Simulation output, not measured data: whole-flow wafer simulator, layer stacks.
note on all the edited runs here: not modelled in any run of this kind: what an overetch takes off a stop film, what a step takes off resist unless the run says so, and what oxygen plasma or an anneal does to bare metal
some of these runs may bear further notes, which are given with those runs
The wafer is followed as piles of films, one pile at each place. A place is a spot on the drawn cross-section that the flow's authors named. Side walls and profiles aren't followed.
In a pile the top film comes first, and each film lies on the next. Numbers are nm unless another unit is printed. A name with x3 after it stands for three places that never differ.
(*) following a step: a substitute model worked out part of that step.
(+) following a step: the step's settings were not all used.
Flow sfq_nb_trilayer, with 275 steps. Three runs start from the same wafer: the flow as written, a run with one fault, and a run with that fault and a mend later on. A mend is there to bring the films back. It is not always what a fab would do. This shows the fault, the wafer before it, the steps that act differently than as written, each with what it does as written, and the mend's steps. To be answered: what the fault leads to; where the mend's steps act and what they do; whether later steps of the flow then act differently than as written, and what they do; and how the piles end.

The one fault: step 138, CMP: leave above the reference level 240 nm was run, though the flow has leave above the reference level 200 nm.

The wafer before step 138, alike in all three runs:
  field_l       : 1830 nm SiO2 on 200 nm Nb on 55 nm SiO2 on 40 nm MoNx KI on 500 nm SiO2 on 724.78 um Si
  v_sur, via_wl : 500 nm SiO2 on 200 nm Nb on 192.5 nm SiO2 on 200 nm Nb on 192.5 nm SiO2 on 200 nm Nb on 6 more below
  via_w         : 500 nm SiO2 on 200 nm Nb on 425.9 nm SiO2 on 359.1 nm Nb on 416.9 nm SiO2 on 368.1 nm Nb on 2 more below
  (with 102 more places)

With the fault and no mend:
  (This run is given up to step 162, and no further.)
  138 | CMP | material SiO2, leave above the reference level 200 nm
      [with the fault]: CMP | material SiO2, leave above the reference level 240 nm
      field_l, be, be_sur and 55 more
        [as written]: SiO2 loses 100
        [with the fault]: SiO2 loses 60
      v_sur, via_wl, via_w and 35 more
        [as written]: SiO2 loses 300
        [with the fault]: SiO2 loses 260
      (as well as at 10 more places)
  Later steps of the flow acting differently than as written (not shown: 2 more steps that differ only slightly, by at most 2% or 0.5 nm, whichever is larger):
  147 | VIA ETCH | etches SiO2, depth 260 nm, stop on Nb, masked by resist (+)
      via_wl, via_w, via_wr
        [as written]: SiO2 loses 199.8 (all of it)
        [with the fault]: SiO2 loses 239.8 (all of it)
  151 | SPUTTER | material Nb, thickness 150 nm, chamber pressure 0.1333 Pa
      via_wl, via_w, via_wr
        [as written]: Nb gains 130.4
        [with the fault]: Nb gains 125.7
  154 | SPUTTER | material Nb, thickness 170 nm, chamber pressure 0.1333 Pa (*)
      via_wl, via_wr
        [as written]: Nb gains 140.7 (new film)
        [with the fault]: Nb gains 133.7 (new film)
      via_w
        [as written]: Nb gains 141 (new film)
        [with the fault]: Nb gains 134 (new film)
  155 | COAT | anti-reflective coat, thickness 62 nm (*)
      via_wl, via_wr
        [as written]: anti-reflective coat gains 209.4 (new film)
        [with the fault]: anti-reflective coat gains 250.1 (new film)
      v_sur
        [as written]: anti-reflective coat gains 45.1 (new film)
        [with the fault]: anti-reflective coat gains 43.6 (new film)
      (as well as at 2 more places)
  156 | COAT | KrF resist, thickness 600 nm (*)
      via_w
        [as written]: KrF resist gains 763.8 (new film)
        [with the fault]: KrF resist gains 800.5 (new film)
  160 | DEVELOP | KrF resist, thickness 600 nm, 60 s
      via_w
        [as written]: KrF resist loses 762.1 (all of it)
        [with the fault]: KrF resist loses 798.8 (all of it)
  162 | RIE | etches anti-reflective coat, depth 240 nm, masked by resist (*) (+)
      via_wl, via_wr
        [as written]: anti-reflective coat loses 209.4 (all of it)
        [with the fault]: anti-reflective coat loses 240
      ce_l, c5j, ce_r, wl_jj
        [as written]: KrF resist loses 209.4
        [with the fault]: KrF resist loses 240
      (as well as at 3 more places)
  After step 162, at field_l, v_sur, via_wl and 100 more, the piles differ from the flow's by more than 2% or 0.5 nm, whichever is larger.
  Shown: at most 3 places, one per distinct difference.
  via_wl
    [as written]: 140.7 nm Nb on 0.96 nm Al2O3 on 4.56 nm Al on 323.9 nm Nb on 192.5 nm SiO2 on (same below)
    [with the fault]: 10.1 nm anti-reflective coat on 133.7 nm Nb on 0.96 nm Al2O3 on 4.41 nm Al on 319.3 nm Nb on 192.5 nm SiO2 on (same below)
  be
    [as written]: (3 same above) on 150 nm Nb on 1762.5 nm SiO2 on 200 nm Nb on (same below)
    [with the fault]: (3 same above) on 150 nm Nb on 1802.5 nm SiO2 on 200 nm Nb on (same below)
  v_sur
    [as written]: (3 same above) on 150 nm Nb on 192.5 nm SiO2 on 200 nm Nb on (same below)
    [with the fault]: (3 same above) on 150 nm Nb on 232.5 nm SiO2 on 200 nm Nb on (same below)

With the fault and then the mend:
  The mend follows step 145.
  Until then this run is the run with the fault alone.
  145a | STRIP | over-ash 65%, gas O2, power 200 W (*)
      field_l, v_sur, via_sp and 100 more
        KrF resist loses 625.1 (all of it), anti-reflective coat loses 62 (all of it)
      via_wl, via_w, via_wr
        anti-reflective coat loses 62 (all of it)
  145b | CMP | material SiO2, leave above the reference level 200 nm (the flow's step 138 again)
      field_l, v_sur, via_wl and 103 more
        SiO2 loses 40
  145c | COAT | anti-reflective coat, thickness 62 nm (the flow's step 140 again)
      field_l, v_sur, via_wl and 103 more
        anti-reflective coat gains 62 (new film)
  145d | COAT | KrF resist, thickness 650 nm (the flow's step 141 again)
      field_l, v_sur, via_wl and 103 more
        KrF resist gains 650 (new film)
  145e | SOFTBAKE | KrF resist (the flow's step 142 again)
      alters no film at any place that is followed
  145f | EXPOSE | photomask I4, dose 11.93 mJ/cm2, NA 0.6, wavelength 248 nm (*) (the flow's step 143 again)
      alters no film at any place that is followed
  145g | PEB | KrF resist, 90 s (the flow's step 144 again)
      field_l, v_sur, via_wl and 103 more
        KrF resist loses 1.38
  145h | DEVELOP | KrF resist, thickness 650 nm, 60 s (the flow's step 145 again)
      field_l, v_sur, via_sp and 100 more
        KrF resist loses 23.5
      via_wl, via_w, via_wr
        KrF resist loses 648.6 (all of it)
  None of the later steps of the flow acts differently than as written at any place that is followed.
  At every place that both follow, the piles at the end match the flow's.
